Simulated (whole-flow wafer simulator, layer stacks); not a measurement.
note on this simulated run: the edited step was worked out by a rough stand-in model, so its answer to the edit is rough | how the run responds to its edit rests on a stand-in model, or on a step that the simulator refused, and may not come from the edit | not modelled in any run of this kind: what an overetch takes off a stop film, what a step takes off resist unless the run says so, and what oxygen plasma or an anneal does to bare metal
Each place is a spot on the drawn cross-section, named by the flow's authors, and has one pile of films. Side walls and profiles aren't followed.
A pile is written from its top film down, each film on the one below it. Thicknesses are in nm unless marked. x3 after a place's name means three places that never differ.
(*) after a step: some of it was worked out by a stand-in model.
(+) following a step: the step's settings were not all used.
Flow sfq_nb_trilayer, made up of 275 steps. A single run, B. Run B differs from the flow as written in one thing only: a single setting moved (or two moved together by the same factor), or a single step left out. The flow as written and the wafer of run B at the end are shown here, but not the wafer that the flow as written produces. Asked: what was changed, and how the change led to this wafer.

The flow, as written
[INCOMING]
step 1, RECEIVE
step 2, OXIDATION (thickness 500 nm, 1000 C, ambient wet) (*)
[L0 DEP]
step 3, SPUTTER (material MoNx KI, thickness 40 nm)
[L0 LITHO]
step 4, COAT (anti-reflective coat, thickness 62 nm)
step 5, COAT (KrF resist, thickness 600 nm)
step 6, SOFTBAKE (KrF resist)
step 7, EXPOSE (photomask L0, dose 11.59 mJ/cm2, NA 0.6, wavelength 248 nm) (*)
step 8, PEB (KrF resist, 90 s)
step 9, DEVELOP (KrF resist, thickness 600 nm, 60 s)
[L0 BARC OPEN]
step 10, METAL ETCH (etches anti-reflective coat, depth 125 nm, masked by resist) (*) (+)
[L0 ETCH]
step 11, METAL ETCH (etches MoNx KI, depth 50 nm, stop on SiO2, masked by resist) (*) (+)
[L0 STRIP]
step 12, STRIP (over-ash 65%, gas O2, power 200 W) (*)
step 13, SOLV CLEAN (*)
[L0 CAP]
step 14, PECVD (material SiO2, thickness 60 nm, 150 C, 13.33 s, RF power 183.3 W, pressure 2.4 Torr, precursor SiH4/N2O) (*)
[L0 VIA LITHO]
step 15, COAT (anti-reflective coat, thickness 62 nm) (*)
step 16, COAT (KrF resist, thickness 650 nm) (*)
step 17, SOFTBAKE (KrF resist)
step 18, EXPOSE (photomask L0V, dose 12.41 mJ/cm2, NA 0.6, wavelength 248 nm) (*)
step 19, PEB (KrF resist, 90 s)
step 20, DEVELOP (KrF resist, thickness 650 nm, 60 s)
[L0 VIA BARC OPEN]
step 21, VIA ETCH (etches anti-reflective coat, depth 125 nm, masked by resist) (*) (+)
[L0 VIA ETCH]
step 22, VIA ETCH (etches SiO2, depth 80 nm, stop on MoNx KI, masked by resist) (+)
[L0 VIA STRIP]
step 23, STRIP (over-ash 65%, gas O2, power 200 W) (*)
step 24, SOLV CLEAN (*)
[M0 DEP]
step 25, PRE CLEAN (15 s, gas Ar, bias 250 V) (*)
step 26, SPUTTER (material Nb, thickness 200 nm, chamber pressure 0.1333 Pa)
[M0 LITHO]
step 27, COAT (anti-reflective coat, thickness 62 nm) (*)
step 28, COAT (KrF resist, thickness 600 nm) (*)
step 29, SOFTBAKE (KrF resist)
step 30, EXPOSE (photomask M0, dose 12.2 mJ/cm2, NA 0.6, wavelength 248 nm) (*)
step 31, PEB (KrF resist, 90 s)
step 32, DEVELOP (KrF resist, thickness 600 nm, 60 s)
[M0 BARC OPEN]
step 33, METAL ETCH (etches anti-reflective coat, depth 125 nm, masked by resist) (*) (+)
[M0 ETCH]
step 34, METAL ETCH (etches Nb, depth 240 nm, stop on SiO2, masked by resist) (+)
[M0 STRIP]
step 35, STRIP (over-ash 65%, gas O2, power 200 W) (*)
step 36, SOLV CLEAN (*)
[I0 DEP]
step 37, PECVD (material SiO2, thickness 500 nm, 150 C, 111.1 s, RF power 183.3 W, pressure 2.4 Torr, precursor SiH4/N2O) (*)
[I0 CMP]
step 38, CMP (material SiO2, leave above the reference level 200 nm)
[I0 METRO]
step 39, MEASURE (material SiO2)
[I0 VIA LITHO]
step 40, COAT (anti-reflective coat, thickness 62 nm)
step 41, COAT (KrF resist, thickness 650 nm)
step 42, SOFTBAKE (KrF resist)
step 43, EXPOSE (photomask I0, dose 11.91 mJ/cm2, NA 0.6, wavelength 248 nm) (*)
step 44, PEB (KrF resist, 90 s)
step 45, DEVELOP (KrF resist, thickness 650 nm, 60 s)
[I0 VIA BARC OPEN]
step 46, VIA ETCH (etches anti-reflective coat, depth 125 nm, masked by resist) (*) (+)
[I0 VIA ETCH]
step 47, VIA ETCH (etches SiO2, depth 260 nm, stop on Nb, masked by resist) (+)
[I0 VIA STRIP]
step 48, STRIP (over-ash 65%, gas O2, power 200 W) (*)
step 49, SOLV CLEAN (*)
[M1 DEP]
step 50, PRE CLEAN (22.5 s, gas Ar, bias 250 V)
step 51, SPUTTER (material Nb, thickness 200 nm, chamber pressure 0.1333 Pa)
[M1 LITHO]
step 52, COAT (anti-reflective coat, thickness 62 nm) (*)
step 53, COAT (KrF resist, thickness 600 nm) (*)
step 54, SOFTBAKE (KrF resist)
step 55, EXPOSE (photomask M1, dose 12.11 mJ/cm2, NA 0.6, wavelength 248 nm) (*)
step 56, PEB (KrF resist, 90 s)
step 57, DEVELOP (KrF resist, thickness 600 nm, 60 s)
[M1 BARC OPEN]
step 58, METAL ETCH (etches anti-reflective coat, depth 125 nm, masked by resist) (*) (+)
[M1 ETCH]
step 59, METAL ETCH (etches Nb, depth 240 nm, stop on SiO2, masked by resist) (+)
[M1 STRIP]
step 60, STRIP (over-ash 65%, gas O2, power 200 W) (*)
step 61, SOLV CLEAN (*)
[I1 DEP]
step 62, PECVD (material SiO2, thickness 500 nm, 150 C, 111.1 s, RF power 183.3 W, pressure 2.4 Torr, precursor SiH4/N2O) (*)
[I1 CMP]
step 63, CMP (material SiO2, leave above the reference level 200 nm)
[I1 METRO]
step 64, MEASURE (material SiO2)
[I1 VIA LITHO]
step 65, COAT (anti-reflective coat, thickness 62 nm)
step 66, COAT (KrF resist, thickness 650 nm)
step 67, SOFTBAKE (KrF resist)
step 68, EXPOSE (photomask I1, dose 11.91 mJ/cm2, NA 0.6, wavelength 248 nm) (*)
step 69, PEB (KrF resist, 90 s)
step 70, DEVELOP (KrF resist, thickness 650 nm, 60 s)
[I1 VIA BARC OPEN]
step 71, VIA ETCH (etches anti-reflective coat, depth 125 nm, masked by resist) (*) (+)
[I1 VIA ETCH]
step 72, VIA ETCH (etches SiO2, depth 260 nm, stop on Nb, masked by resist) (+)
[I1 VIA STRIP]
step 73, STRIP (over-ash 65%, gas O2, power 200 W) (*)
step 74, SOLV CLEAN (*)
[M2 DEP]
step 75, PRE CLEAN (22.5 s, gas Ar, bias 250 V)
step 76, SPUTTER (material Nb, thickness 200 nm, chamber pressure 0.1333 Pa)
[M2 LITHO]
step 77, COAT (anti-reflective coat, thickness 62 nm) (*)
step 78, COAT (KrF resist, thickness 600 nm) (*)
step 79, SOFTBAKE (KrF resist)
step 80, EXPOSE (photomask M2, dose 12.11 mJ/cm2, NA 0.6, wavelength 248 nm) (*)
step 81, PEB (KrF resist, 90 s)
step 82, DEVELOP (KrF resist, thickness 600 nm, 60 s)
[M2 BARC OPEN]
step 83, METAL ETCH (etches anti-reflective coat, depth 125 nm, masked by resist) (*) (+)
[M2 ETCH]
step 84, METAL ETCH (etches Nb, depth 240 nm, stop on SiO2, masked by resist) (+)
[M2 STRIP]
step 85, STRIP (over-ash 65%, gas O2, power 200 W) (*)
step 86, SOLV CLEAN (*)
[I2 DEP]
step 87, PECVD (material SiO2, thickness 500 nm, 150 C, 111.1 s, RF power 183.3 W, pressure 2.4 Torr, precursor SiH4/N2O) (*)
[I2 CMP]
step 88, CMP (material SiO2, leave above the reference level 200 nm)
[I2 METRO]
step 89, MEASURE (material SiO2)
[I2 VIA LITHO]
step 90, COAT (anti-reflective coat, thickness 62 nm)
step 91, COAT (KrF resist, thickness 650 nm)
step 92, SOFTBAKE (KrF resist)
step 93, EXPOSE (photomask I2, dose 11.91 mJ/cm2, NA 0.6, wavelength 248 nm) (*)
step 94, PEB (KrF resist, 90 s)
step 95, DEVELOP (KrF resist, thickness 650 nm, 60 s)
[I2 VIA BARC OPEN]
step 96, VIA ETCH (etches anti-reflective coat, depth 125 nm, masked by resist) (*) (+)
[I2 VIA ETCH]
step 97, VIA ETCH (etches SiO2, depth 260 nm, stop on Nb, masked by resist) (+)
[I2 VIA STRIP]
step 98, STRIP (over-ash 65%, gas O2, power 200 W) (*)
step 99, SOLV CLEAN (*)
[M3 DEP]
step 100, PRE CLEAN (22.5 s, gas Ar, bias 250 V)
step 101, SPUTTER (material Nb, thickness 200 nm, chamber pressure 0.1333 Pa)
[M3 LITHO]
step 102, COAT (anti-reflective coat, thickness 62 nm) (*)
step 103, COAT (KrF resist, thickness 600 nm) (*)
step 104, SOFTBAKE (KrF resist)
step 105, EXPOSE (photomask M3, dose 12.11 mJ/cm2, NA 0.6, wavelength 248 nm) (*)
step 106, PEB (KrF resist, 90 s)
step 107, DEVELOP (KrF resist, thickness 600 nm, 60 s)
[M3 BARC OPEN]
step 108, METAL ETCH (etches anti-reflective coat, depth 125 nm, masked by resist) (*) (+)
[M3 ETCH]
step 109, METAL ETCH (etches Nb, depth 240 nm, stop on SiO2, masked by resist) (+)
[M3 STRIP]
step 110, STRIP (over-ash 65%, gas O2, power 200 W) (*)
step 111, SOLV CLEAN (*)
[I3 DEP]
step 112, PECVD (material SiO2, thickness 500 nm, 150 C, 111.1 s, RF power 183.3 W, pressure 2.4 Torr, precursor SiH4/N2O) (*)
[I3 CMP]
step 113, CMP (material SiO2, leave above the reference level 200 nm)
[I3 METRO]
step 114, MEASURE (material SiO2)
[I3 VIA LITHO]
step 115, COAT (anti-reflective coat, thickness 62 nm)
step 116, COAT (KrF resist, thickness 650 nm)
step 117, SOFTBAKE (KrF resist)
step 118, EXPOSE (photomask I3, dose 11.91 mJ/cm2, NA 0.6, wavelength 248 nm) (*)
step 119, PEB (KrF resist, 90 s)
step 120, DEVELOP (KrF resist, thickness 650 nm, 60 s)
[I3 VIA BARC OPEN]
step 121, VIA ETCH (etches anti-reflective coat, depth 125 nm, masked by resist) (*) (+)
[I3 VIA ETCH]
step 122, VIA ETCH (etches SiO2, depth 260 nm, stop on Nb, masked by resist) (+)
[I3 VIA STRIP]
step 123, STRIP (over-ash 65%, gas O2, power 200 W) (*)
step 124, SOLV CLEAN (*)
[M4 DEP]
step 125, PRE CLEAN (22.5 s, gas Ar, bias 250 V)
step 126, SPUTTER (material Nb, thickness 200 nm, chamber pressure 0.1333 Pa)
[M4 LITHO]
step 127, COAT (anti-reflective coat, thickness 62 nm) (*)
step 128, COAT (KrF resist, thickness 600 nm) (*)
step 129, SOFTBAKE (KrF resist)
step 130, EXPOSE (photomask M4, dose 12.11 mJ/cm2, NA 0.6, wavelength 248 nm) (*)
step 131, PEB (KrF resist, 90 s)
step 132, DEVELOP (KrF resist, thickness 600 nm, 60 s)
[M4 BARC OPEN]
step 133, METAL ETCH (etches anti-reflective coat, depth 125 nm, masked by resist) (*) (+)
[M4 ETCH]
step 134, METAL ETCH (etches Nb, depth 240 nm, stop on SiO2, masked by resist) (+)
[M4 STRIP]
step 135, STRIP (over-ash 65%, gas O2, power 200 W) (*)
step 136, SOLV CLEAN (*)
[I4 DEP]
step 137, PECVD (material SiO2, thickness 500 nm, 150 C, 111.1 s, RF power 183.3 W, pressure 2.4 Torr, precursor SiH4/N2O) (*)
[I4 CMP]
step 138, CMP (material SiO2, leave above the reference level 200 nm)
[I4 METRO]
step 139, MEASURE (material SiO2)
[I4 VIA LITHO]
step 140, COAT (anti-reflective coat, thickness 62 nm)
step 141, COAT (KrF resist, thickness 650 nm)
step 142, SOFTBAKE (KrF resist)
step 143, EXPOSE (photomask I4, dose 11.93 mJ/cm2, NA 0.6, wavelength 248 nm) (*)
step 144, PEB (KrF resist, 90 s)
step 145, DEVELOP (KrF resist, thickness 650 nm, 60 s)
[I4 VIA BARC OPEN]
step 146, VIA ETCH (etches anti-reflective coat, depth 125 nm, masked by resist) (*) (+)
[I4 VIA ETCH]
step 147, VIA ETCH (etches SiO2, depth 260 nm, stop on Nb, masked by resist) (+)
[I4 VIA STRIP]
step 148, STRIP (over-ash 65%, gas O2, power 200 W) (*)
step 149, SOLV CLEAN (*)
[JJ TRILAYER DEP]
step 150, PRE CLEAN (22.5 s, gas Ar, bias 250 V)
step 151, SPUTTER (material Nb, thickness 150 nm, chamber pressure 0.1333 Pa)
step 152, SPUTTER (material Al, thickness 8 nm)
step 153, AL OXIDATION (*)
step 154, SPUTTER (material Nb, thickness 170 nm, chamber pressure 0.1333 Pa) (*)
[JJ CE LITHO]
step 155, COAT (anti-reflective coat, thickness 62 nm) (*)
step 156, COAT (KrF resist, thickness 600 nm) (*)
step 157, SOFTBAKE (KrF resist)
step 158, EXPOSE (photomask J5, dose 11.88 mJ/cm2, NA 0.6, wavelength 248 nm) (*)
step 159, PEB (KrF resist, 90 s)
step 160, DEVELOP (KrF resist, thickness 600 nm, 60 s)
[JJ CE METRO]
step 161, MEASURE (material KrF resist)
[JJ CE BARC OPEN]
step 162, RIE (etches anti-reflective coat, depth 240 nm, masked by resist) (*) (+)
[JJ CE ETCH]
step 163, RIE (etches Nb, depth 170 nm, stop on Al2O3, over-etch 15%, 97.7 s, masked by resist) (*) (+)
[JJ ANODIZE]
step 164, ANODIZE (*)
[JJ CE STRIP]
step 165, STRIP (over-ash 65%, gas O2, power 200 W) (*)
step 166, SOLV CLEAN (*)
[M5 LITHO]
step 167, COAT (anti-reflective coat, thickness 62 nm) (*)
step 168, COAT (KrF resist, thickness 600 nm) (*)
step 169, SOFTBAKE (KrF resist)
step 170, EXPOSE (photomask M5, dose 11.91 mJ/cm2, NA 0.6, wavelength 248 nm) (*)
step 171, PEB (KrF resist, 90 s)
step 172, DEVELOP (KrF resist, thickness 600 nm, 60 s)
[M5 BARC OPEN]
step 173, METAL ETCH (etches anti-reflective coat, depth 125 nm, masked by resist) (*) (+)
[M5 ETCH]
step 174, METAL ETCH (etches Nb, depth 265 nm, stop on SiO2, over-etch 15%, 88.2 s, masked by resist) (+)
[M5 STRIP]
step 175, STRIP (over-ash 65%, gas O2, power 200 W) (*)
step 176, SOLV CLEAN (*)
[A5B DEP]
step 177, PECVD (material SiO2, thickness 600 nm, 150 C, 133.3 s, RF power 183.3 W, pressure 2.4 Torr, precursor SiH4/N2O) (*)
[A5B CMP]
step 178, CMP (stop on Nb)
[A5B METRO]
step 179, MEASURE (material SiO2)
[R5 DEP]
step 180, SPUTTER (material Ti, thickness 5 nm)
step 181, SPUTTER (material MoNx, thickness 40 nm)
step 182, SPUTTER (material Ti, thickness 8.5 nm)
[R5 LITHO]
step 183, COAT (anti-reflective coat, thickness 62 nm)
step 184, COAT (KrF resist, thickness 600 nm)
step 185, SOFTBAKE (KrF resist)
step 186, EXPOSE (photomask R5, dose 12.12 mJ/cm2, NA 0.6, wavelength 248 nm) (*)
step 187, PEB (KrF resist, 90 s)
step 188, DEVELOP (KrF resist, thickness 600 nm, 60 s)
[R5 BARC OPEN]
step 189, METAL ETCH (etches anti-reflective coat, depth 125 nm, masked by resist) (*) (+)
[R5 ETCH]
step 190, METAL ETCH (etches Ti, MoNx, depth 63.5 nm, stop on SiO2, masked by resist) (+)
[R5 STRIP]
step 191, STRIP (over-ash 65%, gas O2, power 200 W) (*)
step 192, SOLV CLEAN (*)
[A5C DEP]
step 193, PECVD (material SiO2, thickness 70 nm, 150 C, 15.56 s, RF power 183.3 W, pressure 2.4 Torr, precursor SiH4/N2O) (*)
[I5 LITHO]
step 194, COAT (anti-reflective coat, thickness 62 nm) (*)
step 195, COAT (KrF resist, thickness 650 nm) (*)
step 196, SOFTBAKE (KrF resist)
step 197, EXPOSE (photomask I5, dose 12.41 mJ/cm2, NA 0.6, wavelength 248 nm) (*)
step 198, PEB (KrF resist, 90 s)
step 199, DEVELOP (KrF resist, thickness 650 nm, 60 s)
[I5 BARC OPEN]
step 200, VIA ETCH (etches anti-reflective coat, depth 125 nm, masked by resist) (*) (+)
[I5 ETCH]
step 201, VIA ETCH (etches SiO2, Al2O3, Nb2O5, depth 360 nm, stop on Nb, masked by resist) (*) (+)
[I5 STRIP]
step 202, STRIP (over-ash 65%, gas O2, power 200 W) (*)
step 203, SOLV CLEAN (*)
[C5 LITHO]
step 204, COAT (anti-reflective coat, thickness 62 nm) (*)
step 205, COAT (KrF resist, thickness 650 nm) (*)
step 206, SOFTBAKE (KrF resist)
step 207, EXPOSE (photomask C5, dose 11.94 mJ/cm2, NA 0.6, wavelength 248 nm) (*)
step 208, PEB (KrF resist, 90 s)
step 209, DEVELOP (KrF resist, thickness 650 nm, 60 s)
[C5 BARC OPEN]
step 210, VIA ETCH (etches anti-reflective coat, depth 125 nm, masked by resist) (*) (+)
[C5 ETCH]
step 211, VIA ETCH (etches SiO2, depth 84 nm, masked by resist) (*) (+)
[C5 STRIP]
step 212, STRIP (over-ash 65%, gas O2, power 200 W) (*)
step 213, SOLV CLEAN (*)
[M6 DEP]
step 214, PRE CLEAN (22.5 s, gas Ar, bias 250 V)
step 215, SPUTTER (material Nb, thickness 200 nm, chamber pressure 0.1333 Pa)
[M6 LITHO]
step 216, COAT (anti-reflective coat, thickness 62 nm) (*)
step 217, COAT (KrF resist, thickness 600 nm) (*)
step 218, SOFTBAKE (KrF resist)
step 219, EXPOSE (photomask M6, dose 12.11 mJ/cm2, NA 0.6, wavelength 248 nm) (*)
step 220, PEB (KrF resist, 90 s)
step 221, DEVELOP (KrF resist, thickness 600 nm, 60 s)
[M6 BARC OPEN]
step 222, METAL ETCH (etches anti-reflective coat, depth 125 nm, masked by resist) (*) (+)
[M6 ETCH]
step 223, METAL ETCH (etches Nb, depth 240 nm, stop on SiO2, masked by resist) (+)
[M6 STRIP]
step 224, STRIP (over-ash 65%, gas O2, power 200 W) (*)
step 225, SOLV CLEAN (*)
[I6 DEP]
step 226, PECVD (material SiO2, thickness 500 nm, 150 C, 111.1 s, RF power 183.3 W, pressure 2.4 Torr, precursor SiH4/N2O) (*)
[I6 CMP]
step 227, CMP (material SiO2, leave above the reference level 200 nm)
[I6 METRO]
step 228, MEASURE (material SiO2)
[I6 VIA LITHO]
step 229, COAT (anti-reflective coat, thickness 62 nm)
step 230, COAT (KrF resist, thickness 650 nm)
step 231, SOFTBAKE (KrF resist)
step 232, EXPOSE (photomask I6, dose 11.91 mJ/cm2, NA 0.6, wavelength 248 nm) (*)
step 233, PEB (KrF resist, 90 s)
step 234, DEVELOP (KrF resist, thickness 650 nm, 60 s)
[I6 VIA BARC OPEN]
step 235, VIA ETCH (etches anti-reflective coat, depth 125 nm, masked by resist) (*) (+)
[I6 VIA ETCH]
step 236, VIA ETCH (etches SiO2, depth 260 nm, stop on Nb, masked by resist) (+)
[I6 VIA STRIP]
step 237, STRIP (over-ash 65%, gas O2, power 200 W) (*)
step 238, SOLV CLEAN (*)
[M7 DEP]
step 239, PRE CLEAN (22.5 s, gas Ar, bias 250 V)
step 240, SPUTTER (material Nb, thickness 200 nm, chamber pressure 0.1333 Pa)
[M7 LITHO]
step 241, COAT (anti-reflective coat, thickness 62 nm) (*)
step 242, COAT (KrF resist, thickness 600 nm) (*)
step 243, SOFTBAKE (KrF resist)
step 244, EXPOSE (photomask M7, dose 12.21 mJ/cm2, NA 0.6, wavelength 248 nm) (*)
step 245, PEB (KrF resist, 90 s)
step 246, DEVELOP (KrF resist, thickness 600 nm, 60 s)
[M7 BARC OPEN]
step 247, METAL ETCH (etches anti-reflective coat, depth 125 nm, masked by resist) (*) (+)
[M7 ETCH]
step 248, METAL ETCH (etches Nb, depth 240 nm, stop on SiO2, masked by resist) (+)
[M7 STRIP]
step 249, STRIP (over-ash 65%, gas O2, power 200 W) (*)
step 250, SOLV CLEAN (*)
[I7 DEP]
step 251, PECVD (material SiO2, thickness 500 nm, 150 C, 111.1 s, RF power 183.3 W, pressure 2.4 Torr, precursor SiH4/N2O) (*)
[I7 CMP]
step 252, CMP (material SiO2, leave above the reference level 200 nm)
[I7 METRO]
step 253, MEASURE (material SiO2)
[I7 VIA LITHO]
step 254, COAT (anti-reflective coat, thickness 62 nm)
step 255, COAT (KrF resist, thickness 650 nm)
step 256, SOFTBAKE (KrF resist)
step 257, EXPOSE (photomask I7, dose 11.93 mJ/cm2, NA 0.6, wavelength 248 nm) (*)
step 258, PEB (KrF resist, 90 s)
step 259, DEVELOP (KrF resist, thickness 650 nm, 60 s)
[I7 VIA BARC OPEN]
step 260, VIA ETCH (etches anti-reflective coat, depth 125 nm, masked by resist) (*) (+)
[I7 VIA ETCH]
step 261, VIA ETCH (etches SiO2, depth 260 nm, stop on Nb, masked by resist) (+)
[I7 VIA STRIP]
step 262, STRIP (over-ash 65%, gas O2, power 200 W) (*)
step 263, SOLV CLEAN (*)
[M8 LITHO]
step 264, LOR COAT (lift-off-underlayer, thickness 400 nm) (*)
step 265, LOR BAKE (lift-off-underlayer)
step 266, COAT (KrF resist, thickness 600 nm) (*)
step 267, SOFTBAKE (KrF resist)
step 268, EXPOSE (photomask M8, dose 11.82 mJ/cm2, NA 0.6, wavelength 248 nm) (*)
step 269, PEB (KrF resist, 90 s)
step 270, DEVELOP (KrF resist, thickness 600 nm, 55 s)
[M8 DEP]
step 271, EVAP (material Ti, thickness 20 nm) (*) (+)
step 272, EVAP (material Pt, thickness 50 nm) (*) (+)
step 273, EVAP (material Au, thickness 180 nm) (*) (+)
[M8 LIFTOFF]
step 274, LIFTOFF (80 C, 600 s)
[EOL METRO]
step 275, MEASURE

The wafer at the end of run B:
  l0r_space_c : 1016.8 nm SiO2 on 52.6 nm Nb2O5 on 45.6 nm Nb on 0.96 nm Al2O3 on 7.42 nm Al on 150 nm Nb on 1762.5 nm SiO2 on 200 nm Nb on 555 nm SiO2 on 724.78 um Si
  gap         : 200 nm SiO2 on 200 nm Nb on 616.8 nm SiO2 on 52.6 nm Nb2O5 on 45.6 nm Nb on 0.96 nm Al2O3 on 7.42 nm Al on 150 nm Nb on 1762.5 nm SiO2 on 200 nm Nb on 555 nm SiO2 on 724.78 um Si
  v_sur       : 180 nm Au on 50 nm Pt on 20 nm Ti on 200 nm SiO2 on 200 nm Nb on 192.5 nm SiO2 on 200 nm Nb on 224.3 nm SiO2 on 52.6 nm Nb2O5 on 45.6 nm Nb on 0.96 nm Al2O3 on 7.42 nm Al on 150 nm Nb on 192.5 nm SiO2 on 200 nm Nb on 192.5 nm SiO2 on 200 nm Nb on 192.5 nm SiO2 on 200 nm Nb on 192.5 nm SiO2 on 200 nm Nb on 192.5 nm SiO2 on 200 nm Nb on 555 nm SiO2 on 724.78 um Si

What caused this: step 154, SPUTTER: thickness 260 nm was run, while the flow as written has thickness 170 nm.

Step by step, how the change led to this:
  step 154, SPUTTER (material Nb, thickness 170 nm, chamber pressure 0.1333 Pa) (*)
      field_l, v_sur, via_sp and 100 more: Nb gains 260 (new film) (it would be, as written: Nb gains 170 (new film))
      via_wl, via_wr: Nb gains 216 (new film) (it would be, as written: Nb gains 140.7 (new film))
      (also at 1 further place)
  step 155, COAT (anti-reflective coat, thickness 62 nm) (*)
      via_wl, via_wr: anti-reflective coat gains 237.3 (new film) (it would be, as written: anti-reflective coat gains 209.4 (new film))
      via_w: anti-reflective coat gains 106.8 (new film) (it would be, as written: anti-reflective coat gains 97.4 (new film))
  step 162, RIE (etches anti-reflective coat, depth 240 nm, masked by resist) (*) (+)
      ce_l, c5j, ce_r, wl_jj: KrF resist loses 237.3 (it would be, as written: KrF resist loses 209.4)
      via_wl, via_wr: anti-reflective coat loses 237.3 (all of it) (it would be, as written: anti-reflective coat loses 209.4 (all of it))
      (also at 1 further place)
  step 163, RIE (etches Nb, depth 170 nm, stop on Al2O3, over-etch 15%, 97.7 s, masked by resist) (*) (+)
      field_l, v_sur, via_sp and 96 more: Nb loses 195.5 (it would be, as written: Nb loses 170 (all of it), Al2O3 loses 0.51)
      via_wl, via_wr: Nb loses 195.5 (it would be, as written: Nb loses 140.7 (all of it), Al2O3 loses 0.96 (all of it))
      (also at 1 further place)
  step 164, ANODIZE (*)
      field_l, v_sur, via_sp and 96 more: Nb2O5 gains 52.6 (new film), Nb loses 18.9 (it would be, as written: Al2O3 gains 12.2, Nb2O5 gains 29.9 (new film), Al loses 7.42 (all of it), Nb loses 10.8)
      via_wl, via_wr: Nb2O5 gains 52.6 (new film), Nb loses 18.9 (it would be, as written: Al2O3 gains 7.52 (new film), Nb2O5 gains 39.2 (new film), Al loses 4.56 (all of it), Nb loses 14.1)
      (also at 1 further place)
  step 165, STRIP (over-ash 65%, gas O2, power 200 W) (*)
      ce_l: KrF resist loses 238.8 (all of it), anti-reflective coat loses 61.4 (all of it) (it would be, as written: KrF resist loses 266.8 (all of it), anti-reflective coat loses 61.4 (all of it))
      c5j: KrF resist loses 238.9 (all of it), anti-reflective coat loses 61.5 (all of it) (it would be, as written: KrF resist loses 266.9 (all of it), anti-reflective coat loses 61.5 (all of it))
      (also at 2 further places)
  step 167, COAT (anti-reflective coat, thickness 62 nm) (*)
      wl_j_sl, wl_j_sr: anti-reflective coat gains 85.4 (new film) (it would be, as written: anti-reflective coat gains 83.3 (new film))
      via_wl: anti-reflective coat gains 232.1 (new film) (it would be, as written: anti-reflective coat gains 170.5 (new film))
      (also at 8 further places)
  step 168, COAT (KrF resist, thickness 600 nm) (*)
      via_wl: KrF resist gains 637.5 (new film) (it would be, as written: KrF resist gains 656 (new film))
      via_w: KrF resist gains 754.7 (new film) (it would be, as written: KrF resist gains 732.6 (new film))
      (also at 1 further place)
  step 174, METAL ETCH (etches Nb, depth 265 nm, stop on SiO2, over-etch 15%, 88.2 s, masked by resist) (+)
      field_l, r_sur, res and 50 more: Nb2O5 loses 52.6 (all of it), Nb loses 45.6 (all of it), Al2O3 loses 0.96 (all of it), Al loses 7.42 (all of it), Nb loses 150 (all of it) (it would be, as written: Al2O3 loses 12.6 (all of it), Nb2O5 loses 29.9 (all of it), Nb loses 139.2 (all of it), SiO2 loses 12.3)
  step 175, STRIP (over-ash 65%, gas O2, power 200 W) (*)
      via_wl: KrF resist loses 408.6 (all of it), anti-reflective coat loses 232.1 (all of it) (it would be, as written: KrF resist loses 427 (all of it), anti-reflective coat loses 170.5 (all of it))
      via_w: KrF resist loses 525.5 (all of it), anti-reflective coat loses 100.5 (all of it) (it would be, as written: KrF resist loses 503.5 (all of it), anti-reflective coat loses 84.1 (all of it))
      (also at 9 further places)
  step 177, PECVD (material SiO2, thickness 600 nm, 150 C, 133.3 s, RF power 183.3 W, pressure 2.4 Torr, precursor SiH4/N2O) (*)
      via_wl, via_wr: SiO2 gains 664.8 (new film) (it would be, as written: SiO2 gains 600 (new film))
      via_w: SiO2 gains 662.3 (new film) (it would be, as written: SiO2 gains 600 (new film))
  step 178, CMP (stop on Nb)
      v_sur, via_sp, via_v and 43 more: SiO2 loses 438.2 (it would be, as written: SiO2 loses 453.5)
      field_l, p4_fl, p4_fm and 39 more: SiO2 loses 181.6 (it would be, as written: SiO2 loses 259.3)
      (also at 11 further places)
  step 201, VIA ETCH (etches SiO2, Al2O3, Nb2O5, depth 360 nm, stop on Nb, masked by resist) (*) (+)
      be: SiO2 loses 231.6 (all of it), Nb2O5 loses 52.6 (all of it) (it would be, as written: SiO2 loses 216.4 (all of it), Al2O3 loses 12.7 (all of it), Nb2O5 loses 29.9 (all of it))
  step 204, COAT (anti-reflective coat, thickness 62 nm) (*)
      be: anti-reflective coat gains 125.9 (new film) (it would be, as written: anti-reflective coat gains 122.2 (new film))
  step 205, COAT (KrF resist, thickness 650 nm) (*)
      be: KrF resist gains 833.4 (new film) (it would be, as written: KrF resist gains 815.3 (new film))
  step 212, STRIP (over-ash 65%, gas O2, power 200 W) (*)
      be: KrF resist loses 746.2 (all of it), anti-reflective coat loses 125.9 (all of it) (it would be, as written: KrF resist loses 728.2 (all of it), anti-reflective coat loses 122.2 (all of it))
  ... 4 other steps ...
  step 226, PECVD (material SiO2, thickness 500 nm, 150 C, 111.1 s, RF power 183.3 W, pressure 2.4 Torr, precursor SiH4/N2O) (*)
      be: SiO2 gains 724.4 (new film) (it would be, as written: SiO2 gains 693.5 (new film))
If metal films that touch count as one body, l0r_space_c has 3 bodies (between them, from the top down: Al2O3 0.96; SiO2 1762.5); the flow as written gives 2 bodies (between them, from the top down: SiO2 1762.5).
If metal films that touch count as one body, gap has 4 bodies (between them, from the top down: SiO2 616.8 / Nb2O5 52.6; Al2O3 0.96; SiO2 1762.5); the flow as written gives 3 bodies (between them, from the top down: SiO2 601.5 / Al2O3 12.7 / Nb2O5 29.9; SiO2 1762.5).
If metal films that touch count as one body, v_sur has 10 bodies (between them, from the top down: SiO2 200; SiO2 192.5; SiO2 224.3 / Nb2O5 52.6; Al2O3 0.96; SiO2 192.5; SiO2 192.5; SiO2 192.5; SiO2 192.5; SiO2 192.5); the flow as written gives 9 bodies (between them, from the top down: SiO2 200; SiO2 192.5; SiO2 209 / Al2O3 12.7 / Nb2O5 29.9; SiO2 192.5; SiO2 192.5; SiO2 192.5; SiO2 192.5; SiO2 192.5).
